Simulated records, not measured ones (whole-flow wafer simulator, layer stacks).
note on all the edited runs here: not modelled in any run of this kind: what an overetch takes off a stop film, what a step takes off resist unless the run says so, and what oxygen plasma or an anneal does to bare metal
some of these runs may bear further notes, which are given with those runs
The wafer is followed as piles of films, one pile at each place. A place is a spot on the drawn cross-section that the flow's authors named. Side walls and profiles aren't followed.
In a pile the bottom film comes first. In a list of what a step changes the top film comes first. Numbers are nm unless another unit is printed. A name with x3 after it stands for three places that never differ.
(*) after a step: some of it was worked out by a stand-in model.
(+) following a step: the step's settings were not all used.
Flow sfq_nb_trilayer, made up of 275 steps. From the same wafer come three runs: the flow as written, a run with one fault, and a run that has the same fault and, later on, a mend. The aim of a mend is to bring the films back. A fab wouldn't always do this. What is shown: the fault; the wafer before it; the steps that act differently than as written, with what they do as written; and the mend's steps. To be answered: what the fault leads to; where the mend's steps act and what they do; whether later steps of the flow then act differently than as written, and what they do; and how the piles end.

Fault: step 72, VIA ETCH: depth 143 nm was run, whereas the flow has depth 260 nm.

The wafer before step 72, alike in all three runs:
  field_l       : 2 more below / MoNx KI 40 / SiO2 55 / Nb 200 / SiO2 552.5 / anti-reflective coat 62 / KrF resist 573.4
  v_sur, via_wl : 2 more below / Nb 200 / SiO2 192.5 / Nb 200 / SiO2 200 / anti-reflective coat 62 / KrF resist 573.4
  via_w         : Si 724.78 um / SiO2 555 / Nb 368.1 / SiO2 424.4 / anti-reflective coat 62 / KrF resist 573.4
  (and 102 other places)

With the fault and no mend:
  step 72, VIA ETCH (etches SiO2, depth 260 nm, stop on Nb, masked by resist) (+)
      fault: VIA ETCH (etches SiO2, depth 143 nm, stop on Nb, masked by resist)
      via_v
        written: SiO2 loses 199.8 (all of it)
        fault: SiO2 loses 143
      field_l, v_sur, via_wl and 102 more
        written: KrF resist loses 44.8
        fault: KrF resist loses 24.7
  Steps further on in the flow that do not act as written (not shown: 3 more steps that differ only slightly, by at most 2% or 0.5 nm, whichever is larger):
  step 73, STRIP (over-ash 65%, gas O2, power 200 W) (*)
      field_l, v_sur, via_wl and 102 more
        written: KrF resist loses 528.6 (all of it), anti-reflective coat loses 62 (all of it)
        fault: KrF resist loses 548.8 (all of it), anti-reflective coat loses 62 (all of it)
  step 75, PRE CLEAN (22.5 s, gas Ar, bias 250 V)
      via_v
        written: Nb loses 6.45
        fault: SiO2 loses 7.5
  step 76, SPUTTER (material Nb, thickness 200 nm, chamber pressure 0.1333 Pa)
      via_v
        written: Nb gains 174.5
        fault: Nb gains 185.8 (new film)
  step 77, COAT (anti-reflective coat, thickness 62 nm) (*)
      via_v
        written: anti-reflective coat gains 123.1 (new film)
        fault: anti-reflective coat gains 110.2 (new film)
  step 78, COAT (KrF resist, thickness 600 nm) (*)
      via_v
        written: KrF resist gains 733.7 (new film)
        fault: KrF resist gains 688.4 (new film)
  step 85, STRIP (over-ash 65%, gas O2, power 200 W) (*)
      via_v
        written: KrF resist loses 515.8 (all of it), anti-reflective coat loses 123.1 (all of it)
        fault: KrF resist loses 470.6 (all of it), anti-reflective coat loses 110.2 (all of it)
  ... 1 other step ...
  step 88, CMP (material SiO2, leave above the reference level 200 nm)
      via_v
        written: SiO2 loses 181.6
        fault: SiO2 loses 157.1
  The piles end different from the flow's at via_v by more than 2% or 0.5 nm, whichever is larger.
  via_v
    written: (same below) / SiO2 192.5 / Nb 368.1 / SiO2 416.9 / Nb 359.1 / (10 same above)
    fault: (same below) / SiO2 192.5 / Nb 200 / SiO2 49.3 / Nb 185.8 / SiO2 349.8 / Nb 359.1 / (10 same above)

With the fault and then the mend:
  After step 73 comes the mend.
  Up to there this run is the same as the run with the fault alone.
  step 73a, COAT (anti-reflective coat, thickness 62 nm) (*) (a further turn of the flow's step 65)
      p4_fl x3, p4_w1 x9, p4_g1 x2 and 63 more
        anti-reflective coat gains 62 (new film)
      be_r, r_sur, res and 6 more
        anti-reflective coat gains 61.8 (new film)
      ce_l, c5j, ce_r, sp_r
        anti-reflective coat gains 61.7 (new film)
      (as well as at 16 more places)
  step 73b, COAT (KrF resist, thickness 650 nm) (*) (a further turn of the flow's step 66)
      p4_fl x3, p4_w1 x9, p4_g1 x2 and 63 more
        KrF resist gains 650 (new film)
      lsp_l, ln_m5, lsp_m, ln_m6, lsp_r, l0_sur, l0v
        KrF resist gains 649.7 (new film)
      res, r_end, moat, field_r
        KrF resist gains 649.6 (new film)
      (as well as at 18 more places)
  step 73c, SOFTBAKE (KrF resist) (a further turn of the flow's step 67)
      leaves every film unchanged at each place that is followed
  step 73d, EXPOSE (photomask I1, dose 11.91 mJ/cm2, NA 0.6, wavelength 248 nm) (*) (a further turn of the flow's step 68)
      leaves every film unchanged at each place that is followed
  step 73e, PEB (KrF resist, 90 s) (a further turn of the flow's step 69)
      ce_l, c5j, ce_r and 91 more
        KrF resist loses 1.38
      field_l, v_sur, via_wl and 8 more
        KrF resist loses 1.37
      via_v
        KrF resist loses 1.58
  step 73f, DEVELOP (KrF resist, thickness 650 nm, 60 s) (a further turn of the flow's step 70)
      field_l, v_sur, via_wl and 102 more
        KrF resist loses 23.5
      via_v
        KrF resist loses 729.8 (all of it)
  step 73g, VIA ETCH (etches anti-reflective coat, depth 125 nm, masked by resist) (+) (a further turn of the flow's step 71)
      field_l, v_sur, via_wl and 102 more
        KrF resist loses 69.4
      via_v
        anti-reflective coat loses 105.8 (all of it), SiO2 loses 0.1
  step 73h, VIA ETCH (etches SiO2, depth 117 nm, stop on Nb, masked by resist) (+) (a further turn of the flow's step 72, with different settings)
      field_l, v_sur, via_wl and 102 more
        KrF resist loses 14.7
      via_v
        SiO2 loses 56.7 (all of it)
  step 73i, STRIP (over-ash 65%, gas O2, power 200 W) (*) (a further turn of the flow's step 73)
      p4_fl x3, p4_w1 x9, p4_g1 x2 and 63 more
        KrF resist loses 541 (all of it), anti-reflective coat loses 62 (all of it)
      r_end, moat, field_r, lsp_l
        KrF resist loses 540.6 (all of it), anti-reflective coat loses 61.8 (all of it)
      ln_m6, lsp_r, l0_sur, l0v
        KrF resist loses 540.7 (all of it), anti-reflective coat loses 61.9 (all of it)
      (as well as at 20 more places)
  Every later step of the flow that is run acts as written, at every place that is followed, to within 2% or 0.5 nm, whichever is larger.
  At the end the piles are close to the flow's at the places that both follow, differing by at most 2% or 0.5 nm, whichever is larger.
